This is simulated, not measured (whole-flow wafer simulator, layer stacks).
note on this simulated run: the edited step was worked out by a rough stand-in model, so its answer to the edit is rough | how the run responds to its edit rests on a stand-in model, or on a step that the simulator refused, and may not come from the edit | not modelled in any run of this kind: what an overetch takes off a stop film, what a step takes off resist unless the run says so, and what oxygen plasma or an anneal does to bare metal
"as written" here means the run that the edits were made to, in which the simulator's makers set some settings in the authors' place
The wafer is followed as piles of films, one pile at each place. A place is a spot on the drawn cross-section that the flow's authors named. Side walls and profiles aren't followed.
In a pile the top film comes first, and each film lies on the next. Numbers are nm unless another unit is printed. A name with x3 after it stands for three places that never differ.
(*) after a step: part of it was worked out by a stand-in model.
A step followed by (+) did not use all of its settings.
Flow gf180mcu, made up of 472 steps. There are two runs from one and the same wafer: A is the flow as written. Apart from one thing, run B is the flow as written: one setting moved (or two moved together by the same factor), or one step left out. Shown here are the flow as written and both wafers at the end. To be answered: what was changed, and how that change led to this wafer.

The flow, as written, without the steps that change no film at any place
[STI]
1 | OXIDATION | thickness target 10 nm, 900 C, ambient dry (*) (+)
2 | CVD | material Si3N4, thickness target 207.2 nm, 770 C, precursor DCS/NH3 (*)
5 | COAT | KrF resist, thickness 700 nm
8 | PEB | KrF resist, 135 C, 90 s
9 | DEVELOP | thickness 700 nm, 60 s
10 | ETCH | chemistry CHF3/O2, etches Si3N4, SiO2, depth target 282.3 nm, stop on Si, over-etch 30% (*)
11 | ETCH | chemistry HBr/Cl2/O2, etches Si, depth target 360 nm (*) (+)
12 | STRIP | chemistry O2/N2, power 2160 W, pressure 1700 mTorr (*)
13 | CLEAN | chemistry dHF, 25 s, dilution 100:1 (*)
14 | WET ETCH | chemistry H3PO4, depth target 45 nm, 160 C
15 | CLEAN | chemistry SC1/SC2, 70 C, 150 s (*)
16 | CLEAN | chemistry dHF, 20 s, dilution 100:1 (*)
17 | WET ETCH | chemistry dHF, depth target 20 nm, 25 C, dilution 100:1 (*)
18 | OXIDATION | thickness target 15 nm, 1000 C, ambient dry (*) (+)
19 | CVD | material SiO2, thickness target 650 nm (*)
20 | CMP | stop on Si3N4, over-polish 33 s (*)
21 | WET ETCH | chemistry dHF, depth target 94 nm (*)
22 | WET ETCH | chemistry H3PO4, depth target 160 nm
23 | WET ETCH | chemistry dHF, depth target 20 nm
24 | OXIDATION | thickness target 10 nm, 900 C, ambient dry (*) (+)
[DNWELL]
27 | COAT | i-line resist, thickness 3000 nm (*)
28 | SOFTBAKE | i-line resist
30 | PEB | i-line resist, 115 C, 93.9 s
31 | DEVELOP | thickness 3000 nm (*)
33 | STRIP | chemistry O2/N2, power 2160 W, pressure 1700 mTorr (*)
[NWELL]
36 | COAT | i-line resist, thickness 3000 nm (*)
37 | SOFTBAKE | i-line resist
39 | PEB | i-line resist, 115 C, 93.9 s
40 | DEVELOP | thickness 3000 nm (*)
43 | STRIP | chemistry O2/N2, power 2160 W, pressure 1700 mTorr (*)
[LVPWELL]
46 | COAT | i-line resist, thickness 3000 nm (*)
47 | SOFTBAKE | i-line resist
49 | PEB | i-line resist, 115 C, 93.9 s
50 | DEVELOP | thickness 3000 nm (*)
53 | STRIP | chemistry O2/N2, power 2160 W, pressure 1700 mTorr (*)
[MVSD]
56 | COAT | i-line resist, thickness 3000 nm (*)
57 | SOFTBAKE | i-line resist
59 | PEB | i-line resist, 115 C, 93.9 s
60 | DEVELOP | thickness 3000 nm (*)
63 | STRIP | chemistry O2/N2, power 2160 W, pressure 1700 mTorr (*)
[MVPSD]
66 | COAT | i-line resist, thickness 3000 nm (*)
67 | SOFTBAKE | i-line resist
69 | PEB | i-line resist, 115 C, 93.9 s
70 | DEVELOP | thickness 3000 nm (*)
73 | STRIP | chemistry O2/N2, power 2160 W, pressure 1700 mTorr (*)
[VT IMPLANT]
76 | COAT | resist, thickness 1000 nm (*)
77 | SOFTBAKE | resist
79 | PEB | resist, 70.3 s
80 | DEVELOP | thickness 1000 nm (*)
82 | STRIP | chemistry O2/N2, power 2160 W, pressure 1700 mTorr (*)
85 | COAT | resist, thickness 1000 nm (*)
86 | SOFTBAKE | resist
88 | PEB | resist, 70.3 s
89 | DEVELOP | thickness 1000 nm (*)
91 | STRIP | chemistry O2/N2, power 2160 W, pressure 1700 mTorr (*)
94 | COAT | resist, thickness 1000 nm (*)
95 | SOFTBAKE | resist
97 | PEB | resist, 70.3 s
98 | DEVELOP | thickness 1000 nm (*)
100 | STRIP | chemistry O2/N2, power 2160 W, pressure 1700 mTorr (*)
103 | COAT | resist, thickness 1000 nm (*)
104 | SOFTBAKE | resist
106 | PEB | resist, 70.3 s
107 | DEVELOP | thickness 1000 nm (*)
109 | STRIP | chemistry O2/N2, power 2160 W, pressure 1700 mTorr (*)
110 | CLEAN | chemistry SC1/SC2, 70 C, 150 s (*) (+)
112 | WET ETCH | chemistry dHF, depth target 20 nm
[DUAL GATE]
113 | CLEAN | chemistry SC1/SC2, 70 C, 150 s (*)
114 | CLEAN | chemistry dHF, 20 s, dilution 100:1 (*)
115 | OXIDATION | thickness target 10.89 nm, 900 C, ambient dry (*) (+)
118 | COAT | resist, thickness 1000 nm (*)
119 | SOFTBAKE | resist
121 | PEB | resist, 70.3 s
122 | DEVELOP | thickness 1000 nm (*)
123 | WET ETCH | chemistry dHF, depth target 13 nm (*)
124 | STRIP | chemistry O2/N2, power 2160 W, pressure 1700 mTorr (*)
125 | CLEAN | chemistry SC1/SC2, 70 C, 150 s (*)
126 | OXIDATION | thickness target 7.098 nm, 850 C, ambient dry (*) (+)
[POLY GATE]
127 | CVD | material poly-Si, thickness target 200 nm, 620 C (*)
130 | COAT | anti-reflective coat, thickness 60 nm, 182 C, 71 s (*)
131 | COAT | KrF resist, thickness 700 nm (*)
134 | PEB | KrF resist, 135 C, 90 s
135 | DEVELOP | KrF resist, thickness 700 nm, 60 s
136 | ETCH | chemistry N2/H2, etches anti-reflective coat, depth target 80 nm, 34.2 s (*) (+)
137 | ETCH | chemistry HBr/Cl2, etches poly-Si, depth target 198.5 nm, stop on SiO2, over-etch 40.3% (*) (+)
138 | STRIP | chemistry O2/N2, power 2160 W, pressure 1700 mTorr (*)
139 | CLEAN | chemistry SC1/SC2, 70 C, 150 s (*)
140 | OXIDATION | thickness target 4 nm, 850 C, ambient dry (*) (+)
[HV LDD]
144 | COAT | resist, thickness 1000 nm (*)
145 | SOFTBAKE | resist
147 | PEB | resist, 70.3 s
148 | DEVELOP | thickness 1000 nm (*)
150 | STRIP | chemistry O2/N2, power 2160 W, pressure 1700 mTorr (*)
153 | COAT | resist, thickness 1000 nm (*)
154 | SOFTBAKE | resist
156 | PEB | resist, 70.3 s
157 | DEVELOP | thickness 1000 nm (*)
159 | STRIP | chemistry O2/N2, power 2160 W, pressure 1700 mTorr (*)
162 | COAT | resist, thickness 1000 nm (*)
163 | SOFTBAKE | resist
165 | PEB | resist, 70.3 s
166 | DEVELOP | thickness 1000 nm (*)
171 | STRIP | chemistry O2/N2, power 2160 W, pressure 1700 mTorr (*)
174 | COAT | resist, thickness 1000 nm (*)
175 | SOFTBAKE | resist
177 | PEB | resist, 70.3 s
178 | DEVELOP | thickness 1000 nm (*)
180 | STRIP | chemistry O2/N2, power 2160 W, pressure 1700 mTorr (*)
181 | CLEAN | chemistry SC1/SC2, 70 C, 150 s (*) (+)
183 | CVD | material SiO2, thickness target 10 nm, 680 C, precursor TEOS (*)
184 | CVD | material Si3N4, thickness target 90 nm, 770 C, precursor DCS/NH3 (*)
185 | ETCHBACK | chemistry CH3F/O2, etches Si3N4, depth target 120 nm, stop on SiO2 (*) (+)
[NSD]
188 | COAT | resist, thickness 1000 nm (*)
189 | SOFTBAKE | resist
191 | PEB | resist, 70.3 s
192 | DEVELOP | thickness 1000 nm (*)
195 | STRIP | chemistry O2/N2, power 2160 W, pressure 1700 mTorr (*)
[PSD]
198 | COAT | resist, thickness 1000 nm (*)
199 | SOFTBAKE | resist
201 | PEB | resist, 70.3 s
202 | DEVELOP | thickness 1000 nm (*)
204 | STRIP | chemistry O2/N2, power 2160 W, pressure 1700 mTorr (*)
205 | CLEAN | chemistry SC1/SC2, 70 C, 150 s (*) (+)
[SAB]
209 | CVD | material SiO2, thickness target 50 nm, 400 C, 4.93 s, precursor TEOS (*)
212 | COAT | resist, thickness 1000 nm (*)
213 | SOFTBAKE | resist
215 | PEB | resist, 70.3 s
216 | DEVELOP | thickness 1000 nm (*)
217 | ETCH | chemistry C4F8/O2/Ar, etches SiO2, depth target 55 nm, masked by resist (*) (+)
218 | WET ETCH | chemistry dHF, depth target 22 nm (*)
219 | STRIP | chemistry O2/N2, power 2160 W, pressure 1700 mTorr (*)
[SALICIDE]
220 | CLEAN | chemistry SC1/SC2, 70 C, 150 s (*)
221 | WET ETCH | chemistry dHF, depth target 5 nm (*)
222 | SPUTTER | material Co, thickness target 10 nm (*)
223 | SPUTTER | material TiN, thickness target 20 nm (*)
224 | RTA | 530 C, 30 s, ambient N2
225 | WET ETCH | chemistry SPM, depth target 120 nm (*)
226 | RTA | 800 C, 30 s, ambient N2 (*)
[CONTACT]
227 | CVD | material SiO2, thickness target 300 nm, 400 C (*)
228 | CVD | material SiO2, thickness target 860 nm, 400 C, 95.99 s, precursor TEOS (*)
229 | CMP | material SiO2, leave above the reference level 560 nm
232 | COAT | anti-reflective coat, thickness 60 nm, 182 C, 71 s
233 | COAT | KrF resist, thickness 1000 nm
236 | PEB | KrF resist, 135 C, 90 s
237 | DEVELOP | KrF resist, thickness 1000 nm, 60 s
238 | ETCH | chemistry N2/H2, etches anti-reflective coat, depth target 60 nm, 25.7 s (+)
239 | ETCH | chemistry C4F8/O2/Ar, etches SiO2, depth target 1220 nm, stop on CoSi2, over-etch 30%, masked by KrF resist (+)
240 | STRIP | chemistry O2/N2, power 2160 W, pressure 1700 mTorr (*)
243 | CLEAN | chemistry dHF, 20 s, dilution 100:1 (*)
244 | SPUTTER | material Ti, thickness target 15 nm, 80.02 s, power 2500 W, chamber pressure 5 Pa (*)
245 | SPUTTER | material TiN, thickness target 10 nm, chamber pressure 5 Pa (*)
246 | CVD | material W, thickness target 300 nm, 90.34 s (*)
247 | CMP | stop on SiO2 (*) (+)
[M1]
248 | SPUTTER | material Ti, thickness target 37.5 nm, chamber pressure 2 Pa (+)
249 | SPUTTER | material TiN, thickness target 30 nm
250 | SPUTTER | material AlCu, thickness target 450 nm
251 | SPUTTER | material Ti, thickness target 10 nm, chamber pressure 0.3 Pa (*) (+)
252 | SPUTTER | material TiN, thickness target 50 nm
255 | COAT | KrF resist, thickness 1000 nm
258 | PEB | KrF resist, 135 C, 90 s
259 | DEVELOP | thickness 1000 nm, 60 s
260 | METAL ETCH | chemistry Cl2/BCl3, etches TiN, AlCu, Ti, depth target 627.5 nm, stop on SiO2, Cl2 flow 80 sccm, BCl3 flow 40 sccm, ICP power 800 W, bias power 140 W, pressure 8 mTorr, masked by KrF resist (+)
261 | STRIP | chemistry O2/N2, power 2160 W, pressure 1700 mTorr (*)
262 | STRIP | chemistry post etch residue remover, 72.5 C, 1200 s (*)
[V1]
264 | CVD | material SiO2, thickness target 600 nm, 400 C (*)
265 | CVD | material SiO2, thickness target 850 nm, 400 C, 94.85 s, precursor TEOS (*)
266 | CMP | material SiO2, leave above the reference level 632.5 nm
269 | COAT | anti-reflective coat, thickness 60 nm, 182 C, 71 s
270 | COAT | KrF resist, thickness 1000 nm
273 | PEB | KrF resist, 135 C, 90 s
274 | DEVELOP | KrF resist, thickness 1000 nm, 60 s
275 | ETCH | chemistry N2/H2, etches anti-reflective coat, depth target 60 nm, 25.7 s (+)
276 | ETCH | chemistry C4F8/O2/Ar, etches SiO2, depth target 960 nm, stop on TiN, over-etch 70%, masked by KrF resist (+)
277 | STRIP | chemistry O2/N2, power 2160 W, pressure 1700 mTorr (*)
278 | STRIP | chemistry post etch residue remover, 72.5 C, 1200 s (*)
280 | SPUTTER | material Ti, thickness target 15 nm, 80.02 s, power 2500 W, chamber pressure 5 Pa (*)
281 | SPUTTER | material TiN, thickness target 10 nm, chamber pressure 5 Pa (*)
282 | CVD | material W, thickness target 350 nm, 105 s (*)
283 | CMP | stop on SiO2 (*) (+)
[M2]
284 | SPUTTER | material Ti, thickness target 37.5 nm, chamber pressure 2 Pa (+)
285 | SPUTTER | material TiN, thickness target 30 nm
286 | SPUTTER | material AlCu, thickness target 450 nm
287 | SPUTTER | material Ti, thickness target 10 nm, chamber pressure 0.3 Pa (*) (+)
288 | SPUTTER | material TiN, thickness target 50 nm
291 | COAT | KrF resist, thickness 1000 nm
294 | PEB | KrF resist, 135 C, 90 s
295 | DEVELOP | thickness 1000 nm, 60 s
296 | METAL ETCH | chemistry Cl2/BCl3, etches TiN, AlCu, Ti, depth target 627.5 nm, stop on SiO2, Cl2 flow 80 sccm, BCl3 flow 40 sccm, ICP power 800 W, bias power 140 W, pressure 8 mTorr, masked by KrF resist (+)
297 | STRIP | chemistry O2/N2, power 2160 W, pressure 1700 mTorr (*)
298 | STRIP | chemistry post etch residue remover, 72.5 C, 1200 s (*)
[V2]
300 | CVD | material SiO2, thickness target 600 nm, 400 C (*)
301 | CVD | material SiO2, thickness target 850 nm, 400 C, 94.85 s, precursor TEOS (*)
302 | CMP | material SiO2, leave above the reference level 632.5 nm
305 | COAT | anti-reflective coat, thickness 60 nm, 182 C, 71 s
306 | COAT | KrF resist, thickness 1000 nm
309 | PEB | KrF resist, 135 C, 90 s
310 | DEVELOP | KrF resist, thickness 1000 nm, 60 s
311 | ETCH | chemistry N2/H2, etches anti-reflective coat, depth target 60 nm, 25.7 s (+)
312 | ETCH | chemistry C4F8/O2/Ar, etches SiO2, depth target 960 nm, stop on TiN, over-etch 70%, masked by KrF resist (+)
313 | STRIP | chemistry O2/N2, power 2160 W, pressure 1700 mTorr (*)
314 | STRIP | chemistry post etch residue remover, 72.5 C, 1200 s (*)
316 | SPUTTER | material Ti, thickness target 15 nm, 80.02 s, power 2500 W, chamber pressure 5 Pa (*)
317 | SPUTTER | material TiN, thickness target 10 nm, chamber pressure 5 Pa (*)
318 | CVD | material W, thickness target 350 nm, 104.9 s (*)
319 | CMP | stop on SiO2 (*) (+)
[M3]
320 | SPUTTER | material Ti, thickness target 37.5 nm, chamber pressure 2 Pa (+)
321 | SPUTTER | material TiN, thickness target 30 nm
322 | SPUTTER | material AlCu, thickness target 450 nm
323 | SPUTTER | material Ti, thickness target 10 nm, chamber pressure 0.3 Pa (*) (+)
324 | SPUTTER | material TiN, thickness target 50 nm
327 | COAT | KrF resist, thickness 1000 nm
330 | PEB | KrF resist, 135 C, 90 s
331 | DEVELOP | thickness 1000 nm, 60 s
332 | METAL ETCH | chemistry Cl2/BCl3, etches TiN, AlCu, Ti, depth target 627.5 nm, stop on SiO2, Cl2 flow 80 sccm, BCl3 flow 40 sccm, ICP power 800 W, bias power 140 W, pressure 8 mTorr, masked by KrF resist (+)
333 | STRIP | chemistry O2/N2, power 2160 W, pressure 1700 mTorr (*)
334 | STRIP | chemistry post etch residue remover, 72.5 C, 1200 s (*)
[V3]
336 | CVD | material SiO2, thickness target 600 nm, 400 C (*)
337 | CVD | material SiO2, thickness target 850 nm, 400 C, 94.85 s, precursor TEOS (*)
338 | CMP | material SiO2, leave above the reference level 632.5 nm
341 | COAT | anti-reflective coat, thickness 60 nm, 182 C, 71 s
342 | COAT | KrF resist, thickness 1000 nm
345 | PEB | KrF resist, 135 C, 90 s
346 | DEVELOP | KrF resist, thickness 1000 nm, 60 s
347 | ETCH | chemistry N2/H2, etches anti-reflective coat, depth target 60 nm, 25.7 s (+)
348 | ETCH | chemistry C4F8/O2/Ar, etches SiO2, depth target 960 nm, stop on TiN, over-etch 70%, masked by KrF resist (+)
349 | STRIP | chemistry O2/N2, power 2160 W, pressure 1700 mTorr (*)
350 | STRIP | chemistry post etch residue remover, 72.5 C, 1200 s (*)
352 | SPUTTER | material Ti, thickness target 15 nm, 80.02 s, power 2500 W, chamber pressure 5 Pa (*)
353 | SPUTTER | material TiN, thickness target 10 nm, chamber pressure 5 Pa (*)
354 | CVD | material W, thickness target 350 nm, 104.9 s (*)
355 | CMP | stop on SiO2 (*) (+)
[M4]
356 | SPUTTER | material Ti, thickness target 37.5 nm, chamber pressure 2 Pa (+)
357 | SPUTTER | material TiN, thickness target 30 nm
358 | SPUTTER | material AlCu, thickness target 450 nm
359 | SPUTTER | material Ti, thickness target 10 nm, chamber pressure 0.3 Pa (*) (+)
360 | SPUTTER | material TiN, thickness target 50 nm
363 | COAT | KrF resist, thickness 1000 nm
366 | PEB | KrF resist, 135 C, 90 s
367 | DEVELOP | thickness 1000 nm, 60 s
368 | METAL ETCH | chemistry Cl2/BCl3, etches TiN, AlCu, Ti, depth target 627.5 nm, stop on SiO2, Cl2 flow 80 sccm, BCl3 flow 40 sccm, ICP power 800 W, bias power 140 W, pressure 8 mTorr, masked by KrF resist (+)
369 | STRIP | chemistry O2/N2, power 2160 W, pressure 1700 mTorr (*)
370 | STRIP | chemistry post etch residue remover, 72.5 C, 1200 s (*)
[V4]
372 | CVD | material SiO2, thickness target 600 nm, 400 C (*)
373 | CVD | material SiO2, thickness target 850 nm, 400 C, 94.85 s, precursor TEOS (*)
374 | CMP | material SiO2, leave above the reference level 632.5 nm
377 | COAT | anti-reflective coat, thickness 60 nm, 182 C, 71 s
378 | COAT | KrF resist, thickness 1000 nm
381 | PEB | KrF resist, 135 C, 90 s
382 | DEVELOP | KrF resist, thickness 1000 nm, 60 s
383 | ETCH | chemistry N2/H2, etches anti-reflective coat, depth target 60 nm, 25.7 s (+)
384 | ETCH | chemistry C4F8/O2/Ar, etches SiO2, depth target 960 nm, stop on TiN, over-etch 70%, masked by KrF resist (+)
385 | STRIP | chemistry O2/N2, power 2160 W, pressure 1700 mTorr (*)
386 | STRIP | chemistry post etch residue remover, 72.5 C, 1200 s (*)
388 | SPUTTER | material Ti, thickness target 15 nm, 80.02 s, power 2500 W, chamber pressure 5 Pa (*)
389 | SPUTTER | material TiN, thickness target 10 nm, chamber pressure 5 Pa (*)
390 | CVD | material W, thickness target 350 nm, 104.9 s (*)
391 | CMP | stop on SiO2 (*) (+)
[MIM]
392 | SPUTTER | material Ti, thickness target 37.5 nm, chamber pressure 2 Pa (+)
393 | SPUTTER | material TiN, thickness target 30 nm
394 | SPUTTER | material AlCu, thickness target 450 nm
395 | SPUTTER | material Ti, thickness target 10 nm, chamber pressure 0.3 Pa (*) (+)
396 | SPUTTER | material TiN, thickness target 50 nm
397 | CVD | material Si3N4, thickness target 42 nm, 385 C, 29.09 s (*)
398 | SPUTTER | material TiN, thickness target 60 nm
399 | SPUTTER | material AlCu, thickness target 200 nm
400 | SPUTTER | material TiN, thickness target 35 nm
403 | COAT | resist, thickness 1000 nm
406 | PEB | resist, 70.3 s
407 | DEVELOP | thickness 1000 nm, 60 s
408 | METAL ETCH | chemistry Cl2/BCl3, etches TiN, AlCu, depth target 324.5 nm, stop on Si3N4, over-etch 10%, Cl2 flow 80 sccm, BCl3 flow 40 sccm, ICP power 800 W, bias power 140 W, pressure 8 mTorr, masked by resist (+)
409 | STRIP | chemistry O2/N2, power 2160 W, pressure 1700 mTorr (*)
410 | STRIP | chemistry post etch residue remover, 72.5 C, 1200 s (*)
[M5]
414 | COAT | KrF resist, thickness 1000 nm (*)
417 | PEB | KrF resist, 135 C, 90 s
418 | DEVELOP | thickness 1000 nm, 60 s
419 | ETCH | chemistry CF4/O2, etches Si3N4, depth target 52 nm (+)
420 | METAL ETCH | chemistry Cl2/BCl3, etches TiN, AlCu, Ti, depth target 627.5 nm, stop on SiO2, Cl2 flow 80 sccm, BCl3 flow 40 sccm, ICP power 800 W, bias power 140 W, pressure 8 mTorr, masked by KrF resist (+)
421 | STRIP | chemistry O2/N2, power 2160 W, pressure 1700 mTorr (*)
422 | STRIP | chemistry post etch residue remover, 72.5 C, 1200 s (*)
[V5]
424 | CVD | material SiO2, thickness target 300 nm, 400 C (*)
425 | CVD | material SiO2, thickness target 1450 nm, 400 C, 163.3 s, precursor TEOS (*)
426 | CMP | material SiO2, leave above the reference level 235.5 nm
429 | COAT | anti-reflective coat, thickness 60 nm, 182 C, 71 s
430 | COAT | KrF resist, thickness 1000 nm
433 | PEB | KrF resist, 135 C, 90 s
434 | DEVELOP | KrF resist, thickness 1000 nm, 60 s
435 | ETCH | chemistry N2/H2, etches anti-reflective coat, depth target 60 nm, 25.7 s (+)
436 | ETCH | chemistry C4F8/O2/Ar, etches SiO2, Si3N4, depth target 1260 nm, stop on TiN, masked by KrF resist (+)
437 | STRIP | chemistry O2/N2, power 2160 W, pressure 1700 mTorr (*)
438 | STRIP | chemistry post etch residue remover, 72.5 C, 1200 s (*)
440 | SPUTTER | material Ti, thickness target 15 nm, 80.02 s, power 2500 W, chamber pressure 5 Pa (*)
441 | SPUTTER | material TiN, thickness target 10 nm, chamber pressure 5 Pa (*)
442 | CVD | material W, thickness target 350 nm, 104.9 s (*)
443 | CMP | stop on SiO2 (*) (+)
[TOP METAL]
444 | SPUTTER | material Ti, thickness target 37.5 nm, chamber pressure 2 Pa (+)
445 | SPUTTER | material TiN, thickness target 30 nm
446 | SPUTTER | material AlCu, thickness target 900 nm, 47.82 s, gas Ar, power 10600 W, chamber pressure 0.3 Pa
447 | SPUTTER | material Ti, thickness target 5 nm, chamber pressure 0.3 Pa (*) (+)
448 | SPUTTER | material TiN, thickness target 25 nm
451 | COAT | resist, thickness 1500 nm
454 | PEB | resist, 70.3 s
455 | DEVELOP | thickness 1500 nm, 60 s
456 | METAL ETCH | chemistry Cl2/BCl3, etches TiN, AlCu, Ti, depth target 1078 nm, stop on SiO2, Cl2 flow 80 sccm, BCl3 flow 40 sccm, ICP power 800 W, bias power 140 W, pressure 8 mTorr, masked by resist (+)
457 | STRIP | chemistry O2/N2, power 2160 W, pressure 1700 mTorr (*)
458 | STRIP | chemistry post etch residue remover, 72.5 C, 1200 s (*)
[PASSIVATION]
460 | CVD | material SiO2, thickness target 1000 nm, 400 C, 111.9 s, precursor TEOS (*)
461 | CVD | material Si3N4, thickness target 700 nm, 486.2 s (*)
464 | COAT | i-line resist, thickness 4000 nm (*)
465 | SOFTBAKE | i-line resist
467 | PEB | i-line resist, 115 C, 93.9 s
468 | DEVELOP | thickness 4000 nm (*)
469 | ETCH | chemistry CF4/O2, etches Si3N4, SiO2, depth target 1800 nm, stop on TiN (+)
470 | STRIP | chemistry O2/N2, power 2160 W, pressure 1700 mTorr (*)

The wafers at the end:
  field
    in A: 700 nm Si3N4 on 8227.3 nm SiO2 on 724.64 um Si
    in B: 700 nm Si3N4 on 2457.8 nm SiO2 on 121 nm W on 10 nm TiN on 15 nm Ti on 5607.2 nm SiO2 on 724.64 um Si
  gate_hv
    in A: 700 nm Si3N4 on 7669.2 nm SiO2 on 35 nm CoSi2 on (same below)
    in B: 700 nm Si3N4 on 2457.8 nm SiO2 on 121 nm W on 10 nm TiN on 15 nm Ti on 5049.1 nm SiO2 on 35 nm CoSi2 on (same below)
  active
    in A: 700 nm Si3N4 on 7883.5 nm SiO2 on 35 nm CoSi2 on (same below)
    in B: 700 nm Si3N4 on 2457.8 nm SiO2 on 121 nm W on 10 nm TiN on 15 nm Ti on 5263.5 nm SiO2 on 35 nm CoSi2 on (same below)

The reason: step 373, CVD: thickness target 361 nm was run, though the flow has thickness target 850 nm; step 373, CVD: 40.31 s was run, where the flow has 94.85 s.

The path from the change to this, step by step:
  373 | CVD | material SiO2, thickness target 850 nm, 400 C, 94.85 s, precursor TEOS (*)
      field, field__w1, field__w2 and 108 more: A SiO2 gains 850 | B SiO2 gains 371.5
  374 | CMP | material SiO2, leave above the reference level 632.5 nm
      field, field__w1, field__w2 and 103 more: A SiO2 loses 300 | B nothing
      field__w8, contact, m1, m1__w1, m1_nw: A SiO2 loses 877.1 | B SiO2 loses 398.6
  377 | COAT | anti-reflective coat, thickness 60 nm, 182 C, 71 s
      nw_enc_fld_lv__w3, m1_nw: A anti-reflective coat gains 60 (new film) | B anti-reflective coat gains 38.9 (new film)
      field: A anti-reflective coat gains 60 (new film) | B anti-reflective coat gains 140.5 (new film)
      (and at 19 other places as well)
  378 | COAT | KrF resist, thickness 1000 nm
      field: A KrF resist gains 1000 (new film) | B KrF resist gains 966 (new film)
      field__w1: A KrF resist gains 1000 (new film) | B KrF resist gains 972.2 (new film)
      (and at 14 other places as well)
  381 | PEB | KrF resist, 135 C, 90 s
      contact, m1_nw: A KrF resist loses 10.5 | B KrF resist loses 9
      polyc_n, polyc_n_rim: A KrF resist loses 10.5 | B KrF resist loses 12.3
      (and at 6 other places as well)
  382 | DEVELOP | KrF resist, thickness 1000 nm, 60 s
      contact: A KrF resist loses 989.5 (all of it) | B KrF resist loses 893.1 (all of it)
  383 | ETCH | chemistry N2/H2, etches anti-reflective coat, depth target 60 nm, 25.7 s (+)
      contact: A anti-reflective coat loses 60 (all of it), SiO2 loses 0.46 | B anti-reflective coat loses 19.5 (all of it), SiO2 loses 1.5
  385 | STRIP | chemistry O2/N2, power 2160 W, pressure 1700 mTorr (*)
      field: A KrF resist loses 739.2 (all of it), anti-reflective coat loses 60 (all of it) | B KrF resist loses 705.5 (all of it), anti-reflective coat loses 140.5 (all of it)
      field__w1: A KrF resist loses 739.2 (all of it), anti-reflective coat loses 60 (all of it) | B KrF resist loses 711.7 (all of it), anti-reflective coat loses 90.5 (all of it)
      (and at 20 other places as well)
  388 | SPUTTER | material Ti, thickness target 15 nm, 80.02 s, power 2500 W, chamber pressure 5 Pa (*)
      contact: A Ti gains 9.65 (new film) | B Ti gains 10.7 (new film)
  389 | SPUTTER | material TiN, thickness target 10 nm, chamber pressure 5 Pa (*)
      contact: A TiN gains 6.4 (new film) | B TiN gains 7.13 (new film)
  390 | CVD | material W, thickness target 350 nm, 104.9 s (*)
      contact: A W gains 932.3 (new film) | B W gains 752 (new film)
  391 | CMP | stop on SiO2 (*) (+)
      field, field__w1, field__w2 and 103 more: A W loses 350 (all of it), TiN loses 10 (all of it), Ti loses 15 (all of it), SiO2 loses 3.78 | B W loses 216.5
      field__w8, m1, m1__w1, m1_nw: A W loses 350 (all of it), TiN loses 10 (all of it), Ti loses 15 (all of it), SiO2 loses 3.78 | B W loses 350 (all of it), TiN loses 10 (all of it), Ti loses 15 (all of it), SiO2 loses 20
      (and at 1 other place as well)
  420 | METAL ETCH | chemistry Cl2/BCl3, etches TiN, AlCu, Ti, depth target 627.5 nm, stop on SiO2, Cl2 flow 80 sccm, BCl3 flow 40 sccm, ICP power 800 W, bias power 140 W, pressure 8 mTorr, masked by KrF resist (+)
      field, field__w1, field__w2 and 101 more: A TiN loses 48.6 (all of it), Ti loses 10 (all of it), AlCu loses 450 (all of it), TiN loses 30 (all of it), Ti loses 37.5 (all of it) | B TiN loses 48.6 (all of it), Ti loses 10 (all of it), AlCu loses 450 (all of it), TiN loses 30 (all of it), Ti loses 37.5 (all of it), W loses 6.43
  422 | STRIP | chemistry post etch residue remover, 72.5 C, 1200 s (*)
      field, field__w1, field__w2 and 101 more: A nothing | B W loses 6.01
  424 | CVD | material SiO2, thickness target 300 nm, 400 C (*)
      field, field__w1, field__w2 and 101 more: A SiO2 gains 300 | B SiO2 gains 300 (new film)
  426 | CMP | material SiO2, leave above the reference level 235.5 nm
      field, field__w1, field__w5 and 92 more: A SiO2 loses 300.8 | B SiO2 loses 288.4
      field__w2, field__w3, field__w12 and 6 more: A SiO2 loses 272.7 | B SiO2 loses 259.7
With metal films that touch counted as one body, field has 1 body; the flow as written gives 0 bodies.
With metal films that touch counted as one body, gate_hv has 2 bodies (between them, from the top down: SiO2 5049.1); the flow as written gives 1 body.
With metal films that touch counted as one body, active has 2 bodies (between them, from the top down: SiO2 5263.5); the flow as written gives 1 body.
